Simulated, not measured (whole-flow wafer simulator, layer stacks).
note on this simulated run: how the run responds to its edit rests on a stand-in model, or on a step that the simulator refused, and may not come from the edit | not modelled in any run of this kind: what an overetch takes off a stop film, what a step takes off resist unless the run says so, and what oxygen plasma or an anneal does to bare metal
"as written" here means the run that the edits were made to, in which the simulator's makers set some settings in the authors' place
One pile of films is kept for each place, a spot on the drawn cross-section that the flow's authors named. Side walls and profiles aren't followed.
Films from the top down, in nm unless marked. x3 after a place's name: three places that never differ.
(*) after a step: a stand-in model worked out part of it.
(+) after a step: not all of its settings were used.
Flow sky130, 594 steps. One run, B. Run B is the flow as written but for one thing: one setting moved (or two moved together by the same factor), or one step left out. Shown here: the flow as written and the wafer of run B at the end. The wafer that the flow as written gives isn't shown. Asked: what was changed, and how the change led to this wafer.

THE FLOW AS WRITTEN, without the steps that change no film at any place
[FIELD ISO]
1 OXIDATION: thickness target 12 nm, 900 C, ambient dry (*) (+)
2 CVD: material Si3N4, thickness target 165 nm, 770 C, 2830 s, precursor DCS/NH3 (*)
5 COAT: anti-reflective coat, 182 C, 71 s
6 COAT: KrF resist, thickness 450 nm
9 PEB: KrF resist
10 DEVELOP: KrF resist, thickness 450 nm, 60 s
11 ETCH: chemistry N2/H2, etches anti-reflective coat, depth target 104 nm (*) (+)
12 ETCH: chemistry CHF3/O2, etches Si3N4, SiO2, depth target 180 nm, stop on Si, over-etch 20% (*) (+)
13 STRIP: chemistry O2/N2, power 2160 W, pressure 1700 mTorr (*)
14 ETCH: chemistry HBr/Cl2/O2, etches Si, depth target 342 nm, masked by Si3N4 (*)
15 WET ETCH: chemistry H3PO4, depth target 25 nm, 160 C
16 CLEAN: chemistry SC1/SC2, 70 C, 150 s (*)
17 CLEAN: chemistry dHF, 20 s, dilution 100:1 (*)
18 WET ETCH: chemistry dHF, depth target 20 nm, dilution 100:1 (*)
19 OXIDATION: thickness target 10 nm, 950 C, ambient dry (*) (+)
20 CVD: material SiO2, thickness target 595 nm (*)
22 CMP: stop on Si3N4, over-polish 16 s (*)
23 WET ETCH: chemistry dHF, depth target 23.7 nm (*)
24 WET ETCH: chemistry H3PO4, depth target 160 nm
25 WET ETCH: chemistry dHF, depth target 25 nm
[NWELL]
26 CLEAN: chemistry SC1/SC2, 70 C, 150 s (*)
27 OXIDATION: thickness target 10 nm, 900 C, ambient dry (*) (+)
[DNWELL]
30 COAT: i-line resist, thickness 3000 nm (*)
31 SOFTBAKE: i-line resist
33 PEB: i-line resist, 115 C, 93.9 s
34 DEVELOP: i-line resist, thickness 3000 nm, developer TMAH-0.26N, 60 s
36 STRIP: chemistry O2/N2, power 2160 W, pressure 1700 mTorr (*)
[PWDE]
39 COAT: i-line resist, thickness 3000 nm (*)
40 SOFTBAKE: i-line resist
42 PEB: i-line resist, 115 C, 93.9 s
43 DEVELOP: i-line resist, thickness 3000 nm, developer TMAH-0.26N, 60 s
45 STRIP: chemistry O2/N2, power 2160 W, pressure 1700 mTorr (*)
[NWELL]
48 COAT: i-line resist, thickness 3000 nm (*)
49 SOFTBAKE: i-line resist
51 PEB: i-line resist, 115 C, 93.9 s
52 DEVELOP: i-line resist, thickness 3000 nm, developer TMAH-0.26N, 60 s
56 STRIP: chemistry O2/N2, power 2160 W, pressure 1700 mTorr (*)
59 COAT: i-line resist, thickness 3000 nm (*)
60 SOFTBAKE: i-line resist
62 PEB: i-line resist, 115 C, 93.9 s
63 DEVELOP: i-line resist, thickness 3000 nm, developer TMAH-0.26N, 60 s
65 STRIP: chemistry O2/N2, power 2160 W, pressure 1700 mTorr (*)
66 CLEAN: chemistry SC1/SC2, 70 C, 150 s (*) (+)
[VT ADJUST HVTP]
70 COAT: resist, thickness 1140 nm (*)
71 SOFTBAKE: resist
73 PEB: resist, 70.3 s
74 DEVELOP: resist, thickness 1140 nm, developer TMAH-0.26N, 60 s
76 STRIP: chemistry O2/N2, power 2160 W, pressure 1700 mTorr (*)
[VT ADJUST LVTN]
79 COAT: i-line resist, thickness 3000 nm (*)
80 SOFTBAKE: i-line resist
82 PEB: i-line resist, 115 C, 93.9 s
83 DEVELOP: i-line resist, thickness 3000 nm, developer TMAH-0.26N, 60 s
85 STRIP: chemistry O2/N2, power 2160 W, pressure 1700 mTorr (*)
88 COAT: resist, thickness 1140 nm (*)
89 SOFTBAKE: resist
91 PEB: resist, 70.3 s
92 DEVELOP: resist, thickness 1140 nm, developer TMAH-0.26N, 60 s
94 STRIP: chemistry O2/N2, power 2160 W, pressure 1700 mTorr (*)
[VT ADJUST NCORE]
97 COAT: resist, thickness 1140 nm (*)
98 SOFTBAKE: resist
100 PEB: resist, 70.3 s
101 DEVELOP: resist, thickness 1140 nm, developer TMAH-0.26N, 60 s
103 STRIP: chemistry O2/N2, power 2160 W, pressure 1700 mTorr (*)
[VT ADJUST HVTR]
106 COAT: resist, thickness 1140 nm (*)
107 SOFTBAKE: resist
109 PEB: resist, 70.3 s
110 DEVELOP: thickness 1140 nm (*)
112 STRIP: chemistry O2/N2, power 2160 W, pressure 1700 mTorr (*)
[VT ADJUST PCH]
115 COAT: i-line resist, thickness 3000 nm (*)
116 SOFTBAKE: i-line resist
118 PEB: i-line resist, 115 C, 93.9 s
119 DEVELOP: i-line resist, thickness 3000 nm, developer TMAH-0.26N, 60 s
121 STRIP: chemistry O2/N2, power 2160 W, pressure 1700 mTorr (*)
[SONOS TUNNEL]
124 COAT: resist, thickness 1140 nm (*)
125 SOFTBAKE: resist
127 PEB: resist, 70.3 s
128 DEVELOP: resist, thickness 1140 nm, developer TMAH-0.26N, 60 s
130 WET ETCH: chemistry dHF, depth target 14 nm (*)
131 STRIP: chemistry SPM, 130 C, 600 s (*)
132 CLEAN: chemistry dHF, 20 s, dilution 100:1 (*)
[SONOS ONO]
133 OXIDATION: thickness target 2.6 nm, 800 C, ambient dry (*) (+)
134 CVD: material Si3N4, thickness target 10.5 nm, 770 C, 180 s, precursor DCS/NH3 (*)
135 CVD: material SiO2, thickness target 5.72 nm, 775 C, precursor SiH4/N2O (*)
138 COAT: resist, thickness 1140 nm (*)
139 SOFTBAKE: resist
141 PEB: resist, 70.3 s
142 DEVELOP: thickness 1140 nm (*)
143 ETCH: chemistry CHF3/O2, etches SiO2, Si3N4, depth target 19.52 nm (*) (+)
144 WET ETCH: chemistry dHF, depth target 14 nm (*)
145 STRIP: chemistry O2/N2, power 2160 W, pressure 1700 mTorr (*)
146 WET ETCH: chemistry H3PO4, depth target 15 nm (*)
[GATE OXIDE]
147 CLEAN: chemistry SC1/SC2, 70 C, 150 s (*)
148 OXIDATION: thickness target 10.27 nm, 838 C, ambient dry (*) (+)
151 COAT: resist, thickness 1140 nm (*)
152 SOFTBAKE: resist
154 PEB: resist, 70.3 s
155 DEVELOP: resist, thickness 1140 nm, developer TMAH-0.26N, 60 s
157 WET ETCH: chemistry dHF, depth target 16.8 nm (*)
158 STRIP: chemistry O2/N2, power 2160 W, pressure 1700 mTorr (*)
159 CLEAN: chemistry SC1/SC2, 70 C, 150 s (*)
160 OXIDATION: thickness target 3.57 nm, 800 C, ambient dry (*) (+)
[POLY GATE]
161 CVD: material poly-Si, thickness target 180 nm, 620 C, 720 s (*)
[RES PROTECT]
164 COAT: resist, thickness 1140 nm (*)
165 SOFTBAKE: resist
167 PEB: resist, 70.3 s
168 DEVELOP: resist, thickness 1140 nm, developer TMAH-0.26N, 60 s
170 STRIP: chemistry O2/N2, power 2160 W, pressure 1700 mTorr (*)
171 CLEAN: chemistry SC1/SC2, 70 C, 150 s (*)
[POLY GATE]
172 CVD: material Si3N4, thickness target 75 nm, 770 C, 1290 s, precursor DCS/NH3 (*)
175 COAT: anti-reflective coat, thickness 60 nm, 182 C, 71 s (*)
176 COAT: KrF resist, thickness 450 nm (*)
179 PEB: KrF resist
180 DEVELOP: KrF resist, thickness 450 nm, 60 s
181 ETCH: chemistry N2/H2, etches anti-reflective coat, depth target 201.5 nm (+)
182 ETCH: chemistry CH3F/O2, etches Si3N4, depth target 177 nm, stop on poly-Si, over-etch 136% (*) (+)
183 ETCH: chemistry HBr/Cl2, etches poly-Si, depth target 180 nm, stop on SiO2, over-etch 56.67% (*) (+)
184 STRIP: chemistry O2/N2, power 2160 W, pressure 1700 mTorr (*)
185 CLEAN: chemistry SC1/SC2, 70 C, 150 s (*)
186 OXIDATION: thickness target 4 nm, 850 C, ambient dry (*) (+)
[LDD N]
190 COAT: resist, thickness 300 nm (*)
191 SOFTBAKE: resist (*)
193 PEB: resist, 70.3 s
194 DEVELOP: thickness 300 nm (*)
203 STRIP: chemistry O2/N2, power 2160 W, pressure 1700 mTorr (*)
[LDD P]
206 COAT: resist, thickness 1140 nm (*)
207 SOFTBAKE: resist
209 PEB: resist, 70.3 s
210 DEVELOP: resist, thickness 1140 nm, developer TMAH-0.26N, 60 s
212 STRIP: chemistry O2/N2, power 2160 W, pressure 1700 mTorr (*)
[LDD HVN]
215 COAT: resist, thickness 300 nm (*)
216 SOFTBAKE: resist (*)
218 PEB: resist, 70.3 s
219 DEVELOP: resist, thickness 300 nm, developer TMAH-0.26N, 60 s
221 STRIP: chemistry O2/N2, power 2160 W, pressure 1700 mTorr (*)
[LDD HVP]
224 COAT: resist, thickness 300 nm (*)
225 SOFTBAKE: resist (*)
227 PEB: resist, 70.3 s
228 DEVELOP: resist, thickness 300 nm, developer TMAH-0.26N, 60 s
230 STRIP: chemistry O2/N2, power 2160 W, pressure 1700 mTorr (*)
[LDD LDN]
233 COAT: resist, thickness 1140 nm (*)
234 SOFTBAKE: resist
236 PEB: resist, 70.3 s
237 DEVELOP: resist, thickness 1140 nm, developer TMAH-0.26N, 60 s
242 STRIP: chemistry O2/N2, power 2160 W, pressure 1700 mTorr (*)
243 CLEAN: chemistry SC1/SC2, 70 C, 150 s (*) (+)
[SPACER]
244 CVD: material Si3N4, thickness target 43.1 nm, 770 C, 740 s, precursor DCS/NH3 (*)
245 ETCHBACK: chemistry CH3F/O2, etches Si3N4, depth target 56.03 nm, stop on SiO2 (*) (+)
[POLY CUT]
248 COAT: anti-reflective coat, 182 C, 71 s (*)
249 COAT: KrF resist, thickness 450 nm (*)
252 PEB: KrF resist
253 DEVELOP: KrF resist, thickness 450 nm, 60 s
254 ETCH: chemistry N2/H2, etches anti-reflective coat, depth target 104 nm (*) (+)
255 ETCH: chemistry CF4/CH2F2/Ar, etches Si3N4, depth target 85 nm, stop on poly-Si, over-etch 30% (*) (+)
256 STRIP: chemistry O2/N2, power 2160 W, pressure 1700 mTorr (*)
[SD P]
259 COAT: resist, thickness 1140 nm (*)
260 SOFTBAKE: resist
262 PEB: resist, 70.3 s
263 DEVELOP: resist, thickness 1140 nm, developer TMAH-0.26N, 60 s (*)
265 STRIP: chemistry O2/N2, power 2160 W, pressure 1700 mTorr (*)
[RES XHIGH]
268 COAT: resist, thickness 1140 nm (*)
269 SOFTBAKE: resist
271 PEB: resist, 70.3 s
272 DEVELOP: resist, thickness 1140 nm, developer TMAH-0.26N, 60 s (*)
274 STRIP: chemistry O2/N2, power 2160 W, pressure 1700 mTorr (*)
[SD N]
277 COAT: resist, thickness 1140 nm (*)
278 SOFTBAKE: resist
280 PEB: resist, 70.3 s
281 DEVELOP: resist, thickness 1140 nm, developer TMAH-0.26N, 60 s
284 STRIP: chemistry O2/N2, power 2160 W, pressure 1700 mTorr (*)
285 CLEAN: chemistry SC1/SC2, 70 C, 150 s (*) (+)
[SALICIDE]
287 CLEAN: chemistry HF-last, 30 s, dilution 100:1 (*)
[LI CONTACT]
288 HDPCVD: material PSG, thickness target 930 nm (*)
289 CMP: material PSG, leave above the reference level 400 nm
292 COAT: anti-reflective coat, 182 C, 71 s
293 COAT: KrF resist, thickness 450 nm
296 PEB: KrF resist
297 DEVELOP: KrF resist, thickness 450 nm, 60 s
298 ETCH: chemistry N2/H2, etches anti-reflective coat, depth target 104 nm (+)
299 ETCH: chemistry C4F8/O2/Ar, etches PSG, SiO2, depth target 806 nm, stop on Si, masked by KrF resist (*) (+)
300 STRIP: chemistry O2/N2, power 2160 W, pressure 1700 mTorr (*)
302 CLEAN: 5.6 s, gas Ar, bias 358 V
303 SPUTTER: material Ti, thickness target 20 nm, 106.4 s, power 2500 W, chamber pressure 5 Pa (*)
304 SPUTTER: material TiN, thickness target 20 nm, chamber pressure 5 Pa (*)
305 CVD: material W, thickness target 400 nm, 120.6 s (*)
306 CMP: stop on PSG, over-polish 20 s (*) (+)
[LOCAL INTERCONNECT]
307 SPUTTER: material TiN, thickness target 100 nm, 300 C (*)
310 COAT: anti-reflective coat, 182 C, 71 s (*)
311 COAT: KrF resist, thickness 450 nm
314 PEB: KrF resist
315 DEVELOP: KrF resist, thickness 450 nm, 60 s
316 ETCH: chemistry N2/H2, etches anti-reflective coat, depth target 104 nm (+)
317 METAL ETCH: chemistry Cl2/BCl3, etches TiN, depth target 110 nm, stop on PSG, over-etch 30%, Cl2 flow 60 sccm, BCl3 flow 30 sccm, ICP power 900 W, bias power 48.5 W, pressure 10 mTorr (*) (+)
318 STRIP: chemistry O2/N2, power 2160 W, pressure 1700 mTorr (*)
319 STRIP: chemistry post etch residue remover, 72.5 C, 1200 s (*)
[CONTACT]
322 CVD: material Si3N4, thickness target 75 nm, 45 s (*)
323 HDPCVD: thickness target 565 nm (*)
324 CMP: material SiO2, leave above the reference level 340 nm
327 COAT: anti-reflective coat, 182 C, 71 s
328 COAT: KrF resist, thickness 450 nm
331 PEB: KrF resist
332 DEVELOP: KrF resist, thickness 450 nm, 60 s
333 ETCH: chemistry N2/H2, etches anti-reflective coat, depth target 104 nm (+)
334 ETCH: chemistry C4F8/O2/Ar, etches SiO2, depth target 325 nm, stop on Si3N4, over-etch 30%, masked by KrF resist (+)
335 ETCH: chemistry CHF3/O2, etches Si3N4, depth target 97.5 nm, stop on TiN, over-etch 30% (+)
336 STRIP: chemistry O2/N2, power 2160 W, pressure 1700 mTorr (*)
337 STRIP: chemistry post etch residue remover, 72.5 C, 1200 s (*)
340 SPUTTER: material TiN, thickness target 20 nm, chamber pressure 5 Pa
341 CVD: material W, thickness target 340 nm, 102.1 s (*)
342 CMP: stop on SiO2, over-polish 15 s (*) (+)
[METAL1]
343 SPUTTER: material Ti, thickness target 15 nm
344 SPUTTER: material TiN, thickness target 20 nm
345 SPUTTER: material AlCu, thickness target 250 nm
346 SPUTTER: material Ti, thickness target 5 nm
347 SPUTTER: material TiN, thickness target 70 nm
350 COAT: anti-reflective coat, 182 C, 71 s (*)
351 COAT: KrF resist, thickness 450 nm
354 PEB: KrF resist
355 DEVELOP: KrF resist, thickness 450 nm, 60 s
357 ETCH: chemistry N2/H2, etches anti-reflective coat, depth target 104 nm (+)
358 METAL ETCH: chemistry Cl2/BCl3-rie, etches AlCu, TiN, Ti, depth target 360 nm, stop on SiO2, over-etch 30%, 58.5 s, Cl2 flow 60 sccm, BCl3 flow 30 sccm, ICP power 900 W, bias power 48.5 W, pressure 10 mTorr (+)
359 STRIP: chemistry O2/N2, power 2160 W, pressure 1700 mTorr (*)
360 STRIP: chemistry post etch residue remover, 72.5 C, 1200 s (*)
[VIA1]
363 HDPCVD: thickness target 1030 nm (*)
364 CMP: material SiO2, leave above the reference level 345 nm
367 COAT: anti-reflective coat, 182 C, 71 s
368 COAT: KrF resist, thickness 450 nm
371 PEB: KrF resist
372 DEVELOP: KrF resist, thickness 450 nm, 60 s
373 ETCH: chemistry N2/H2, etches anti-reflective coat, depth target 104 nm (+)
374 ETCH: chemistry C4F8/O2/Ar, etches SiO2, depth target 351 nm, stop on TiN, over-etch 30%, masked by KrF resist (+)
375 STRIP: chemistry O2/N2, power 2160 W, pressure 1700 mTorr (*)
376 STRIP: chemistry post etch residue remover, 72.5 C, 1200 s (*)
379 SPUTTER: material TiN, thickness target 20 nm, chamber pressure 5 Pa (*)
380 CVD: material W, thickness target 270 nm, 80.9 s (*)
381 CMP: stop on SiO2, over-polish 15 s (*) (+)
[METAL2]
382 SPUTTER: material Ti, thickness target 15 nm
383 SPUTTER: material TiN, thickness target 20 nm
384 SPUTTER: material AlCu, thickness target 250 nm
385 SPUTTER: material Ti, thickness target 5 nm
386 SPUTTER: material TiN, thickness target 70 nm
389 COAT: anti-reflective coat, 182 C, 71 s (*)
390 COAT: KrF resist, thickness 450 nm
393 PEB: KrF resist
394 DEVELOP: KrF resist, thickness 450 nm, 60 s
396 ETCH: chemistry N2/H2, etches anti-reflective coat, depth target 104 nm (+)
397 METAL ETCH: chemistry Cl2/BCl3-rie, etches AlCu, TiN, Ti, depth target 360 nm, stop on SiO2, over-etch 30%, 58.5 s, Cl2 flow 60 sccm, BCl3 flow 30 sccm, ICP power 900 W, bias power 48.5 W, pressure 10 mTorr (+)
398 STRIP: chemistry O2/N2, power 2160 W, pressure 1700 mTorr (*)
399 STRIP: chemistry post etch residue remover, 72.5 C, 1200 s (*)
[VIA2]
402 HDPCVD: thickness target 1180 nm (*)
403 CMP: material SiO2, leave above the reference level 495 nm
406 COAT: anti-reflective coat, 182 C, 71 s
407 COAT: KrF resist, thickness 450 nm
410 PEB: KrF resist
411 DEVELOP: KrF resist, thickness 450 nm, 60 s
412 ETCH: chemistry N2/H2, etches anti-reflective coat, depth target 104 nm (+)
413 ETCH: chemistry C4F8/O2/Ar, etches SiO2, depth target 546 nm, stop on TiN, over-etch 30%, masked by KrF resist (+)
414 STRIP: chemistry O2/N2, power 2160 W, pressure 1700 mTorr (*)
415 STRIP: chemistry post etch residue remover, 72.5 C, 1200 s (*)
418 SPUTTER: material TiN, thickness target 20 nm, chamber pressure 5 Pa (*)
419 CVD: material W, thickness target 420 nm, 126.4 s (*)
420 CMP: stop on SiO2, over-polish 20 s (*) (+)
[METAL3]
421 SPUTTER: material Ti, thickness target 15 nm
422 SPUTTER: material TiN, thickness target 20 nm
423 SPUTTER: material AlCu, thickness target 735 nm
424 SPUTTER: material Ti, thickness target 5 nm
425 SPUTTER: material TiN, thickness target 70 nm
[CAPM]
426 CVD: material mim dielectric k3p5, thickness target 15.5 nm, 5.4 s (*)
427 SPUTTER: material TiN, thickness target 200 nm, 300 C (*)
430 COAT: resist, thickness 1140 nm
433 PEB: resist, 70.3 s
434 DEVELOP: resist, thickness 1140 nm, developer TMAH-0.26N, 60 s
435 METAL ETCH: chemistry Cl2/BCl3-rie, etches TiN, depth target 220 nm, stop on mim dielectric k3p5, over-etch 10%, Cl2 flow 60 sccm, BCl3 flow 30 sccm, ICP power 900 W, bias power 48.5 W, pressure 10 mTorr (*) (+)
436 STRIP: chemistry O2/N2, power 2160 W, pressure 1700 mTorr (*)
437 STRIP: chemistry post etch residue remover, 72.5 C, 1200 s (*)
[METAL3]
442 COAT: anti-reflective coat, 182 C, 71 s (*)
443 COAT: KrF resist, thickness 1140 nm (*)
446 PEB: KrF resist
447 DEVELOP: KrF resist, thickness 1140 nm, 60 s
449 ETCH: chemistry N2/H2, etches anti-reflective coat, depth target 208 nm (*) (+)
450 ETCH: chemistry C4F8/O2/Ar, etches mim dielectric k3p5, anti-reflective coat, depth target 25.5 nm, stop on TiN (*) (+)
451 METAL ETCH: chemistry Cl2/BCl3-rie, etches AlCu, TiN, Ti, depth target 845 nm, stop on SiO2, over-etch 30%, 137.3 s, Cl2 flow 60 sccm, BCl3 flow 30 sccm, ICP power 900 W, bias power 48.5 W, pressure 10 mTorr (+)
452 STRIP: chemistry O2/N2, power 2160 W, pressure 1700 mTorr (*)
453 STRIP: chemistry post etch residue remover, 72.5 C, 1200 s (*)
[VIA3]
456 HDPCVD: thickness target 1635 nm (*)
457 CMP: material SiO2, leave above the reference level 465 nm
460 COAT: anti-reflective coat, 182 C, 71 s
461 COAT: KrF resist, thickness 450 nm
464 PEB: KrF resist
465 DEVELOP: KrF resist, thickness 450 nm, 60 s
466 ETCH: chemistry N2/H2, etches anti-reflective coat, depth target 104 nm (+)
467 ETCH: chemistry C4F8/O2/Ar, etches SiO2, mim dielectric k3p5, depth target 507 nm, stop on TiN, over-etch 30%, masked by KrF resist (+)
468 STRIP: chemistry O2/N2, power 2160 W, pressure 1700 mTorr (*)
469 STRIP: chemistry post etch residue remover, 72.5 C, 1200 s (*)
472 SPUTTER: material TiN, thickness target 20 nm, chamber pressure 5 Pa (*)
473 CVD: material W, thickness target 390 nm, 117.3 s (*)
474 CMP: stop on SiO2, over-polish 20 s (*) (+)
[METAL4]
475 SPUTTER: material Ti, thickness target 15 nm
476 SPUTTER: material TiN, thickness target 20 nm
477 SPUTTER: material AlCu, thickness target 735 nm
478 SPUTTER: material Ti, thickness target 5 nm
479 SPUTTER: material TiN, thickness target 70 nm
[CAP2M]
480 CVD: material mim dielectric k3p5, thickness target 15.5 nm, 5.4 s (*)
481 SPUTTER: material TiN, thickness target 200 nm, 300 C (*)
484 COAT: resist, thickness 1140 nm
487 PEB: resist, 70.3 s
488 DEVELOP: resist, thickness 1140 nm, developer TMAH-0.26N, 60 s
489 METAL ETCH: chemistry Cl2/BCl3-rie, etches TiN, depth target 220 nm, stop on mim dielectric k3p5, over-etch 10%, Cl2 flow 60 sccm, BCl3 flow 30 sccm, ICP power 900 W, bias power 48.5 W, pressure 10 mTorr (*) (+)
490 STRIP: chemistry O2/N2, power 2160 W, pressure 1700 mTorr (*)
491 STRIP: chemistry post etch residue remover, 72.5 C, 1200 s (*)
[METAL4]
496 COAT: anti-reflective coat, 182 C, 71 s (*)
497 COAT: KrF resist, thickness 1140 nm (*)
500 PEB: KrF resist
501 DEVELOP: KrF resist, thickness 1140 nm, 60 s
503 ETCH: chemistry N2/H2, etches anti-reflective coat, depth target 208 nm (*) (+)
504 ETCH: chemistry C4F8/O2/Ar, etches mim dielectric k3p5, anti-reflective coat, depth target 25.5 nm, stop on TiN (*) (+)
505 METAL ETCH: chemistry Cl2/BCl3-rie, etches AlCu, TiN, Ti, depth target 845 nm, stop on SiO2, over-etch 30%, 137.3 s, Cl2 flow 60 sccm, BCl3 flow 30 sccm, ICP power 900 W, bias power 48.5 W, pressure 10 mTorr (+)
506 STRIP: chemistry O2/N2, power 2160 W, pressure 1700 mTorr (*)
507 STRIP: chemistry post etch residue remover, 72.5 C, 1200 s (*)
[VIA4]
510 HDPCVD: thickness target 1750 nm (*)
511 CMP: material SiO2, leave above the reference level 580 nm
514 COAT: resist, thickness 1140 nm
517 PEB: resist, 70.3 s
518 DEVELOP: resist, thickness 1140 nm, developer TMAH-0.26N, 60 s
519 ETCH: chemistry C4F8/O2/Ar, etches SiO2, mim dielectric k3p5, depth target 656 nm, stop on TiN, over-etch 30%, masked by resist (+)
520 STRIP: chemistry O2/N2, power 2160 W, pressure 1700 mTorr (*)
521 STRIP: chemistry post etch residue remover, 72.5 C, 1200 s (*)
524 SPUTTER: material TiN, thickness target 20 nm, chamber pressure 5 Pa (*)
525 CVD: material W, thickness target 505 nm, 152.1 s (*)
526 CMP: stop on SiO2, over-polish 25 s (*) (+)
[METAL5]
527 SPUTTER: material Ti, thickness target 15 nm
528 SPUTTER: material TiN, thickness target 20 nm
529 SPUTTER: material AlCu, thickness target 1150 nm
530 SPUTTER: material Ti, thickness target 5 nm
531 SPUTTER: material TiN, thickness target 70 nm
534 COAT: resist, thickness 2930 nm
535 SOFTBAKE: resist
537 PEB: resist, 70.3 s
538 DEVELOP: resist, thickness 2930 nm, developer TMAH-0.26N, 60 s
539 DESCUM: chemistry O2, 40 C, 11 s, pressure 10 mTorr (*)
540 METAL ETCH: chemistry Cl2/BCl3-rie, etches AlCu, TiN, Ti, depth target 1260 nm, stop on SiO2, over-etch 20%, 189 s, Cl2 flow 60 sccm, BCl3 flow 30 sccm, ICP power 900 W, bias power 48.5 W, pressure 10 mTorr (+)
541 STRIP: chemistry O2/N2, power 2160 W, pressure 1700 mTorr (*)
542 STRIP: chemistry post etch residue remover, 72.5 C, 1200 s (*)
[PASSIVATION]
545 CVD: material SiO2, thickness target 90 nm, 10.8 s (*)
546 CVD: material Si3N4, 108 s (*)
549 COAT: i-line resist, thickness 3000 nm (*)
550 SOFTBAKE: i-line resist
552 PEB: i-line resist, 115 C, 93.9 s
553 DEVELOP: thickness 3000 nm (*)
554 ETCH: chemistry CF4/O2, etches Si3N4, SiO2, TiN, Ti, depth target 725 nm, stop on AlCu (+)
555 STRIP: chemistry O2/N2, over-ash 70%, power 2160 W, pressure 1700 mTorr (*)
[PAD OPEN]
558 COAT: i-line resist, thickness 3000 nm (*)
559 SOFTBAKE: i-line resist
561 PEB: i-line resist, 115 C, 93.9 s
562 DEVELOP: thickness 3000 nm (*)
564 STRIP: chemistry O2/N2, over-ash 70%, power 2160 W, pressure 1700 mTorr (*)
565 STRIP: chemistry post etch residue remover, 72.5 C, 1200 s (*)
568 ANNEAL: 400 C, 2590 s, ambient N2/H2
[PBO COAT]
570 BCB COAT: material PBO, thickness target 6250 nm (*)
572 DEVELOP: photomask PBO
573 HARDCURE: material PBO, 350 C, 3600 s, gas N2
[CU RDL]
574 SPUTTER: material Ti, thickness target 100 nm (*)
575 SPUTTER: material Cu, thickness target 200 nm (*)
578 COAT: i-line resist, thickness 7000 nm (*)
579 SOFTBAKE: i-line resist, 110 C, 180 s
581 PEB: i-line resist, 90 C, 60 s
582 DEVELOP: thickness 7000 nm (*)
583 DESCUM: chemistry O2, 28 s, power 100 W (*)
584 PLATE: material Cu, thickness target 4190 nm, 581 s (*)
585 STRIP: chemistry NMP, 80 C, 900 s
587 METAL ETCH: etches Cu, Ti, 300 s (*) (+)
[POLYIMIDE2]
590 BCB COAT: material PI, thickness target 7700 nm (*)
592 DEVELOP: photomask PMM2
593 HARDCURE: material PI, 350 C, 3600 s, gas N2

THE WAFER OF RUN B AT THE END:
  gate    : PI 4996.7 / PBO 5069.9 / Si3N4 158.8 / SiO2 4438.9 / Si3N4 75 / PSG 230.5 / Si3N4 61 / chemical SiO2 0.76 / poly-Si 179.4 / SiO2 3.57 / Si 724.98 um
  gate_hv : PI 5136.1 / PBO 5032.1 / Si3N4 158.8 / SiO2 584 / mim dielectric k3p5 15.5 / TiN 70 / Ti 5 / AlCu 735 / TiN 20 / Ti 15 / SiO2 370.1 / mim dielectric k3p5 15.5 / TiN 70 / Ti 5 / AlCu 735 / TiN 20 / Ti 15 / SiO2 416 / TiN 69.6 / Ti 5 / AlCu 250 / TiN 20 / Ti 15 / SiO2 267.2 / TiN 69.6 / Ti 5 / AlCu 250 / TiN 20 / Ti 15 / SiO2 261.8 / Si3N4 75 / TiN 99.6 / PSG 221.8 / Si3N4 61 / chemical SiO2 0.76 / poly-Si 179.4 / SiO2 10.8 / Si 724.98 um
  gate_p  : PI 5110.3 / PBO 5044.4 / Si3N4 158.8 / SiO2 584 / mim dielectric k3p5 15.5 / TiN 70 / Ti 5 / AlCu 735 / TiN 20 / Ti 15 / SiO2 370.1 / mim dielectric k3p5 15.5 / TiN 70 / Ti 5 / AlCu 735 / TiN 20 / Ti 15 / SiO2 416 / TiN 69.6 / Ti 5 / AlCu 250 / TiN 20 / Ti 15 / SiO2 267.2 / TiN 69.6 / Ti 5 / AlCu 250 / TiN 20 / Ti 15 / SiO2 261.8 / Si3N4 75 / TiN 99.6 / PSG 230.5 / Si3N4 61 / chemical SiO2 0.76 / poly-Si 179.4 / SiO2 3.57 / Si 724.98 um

The cause: step 289, CMP: leave above the reference level 240 nm was run, where the flow has leave above the reference level 400 nm.

How the change led to this, step by step:
  289 CMP: material PSG, leave above the reference level 400 nm
      gate, spacer, gate_p and 34 more: PSG -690 (as written it would be: PSG -530)
      mim, vpp_sp, vpp_ln and 30 more: PSG -493.9 (as written it would be: PSG -333.9)
      (and at 122 more places)
  299 ETCH: chemistry C4F8/O2/Ar, etches PSG, SiO2, depth target 806 nm, stop on Si, masked by KrF resist (*) (+)
      field, active, n_well and 184 more: KrF resist -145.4 (as written it would be: KrF resist -161.2)
      contact, ndiff_licon, ndiff_licon_cpp: PSG -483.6 (all of it), SiO2 -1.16 (all of it) (as written it would be: PSG -643.6 (all of it), SiO2 -1.16 (all of it))
      (and at 2 more places)
  300 STRIP: chemistry O2/N2, power 2160 W, pressure 1700 mTorr (*)
      field, active, n_well and 184 more: KrF resist -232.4 (all of it), anti-reflective coat -80 (all of it) (as written it would be: KrF resist -216.6 (all of it), anti-reflective coat -80 (all of it))
  303 SPUTTER: material Ti, thickness target 20 nm, 106.4 s, power 2500 W, chamber pressure 5 Pa (*)
      ndiff_licon: Ti +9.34 (new film) (as written it would be: Ti +7.24 (new film))
      ndiff_licon_cpp: Ti +8.39 (new film) (as written it would be: Ti +6.53 (new film))
      (and at 1 more place)
  304 SPUTTER: material TiN, thickness target 20 nm, chamber pressure 5 Pa (*)
      ndiff_licon: TiN +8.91 (new film) (as written it would be: TiN +6.83 (new film))
      ndiff_licon_cpp: TiN +8.02 (new film) (as written it would be: TiN +6.17 (new film))
      (and at 1 more place)
  305 CVD: material W, thickness target 400 nm, 120.6 s (*)
      ndiff_licon: W +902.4 (new film) (as written it would be: W +1066.5 (new film))
      ndiff_licon_cpp: W +904.2 (new film) (as written it would be: W +1067.9 (new film))
      (and at 1 more place)
  306 CMP: stop on PSG, over-polish 20 s (*) (+)
      poly_licon: W -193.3 (as written it would be: W -33.3)
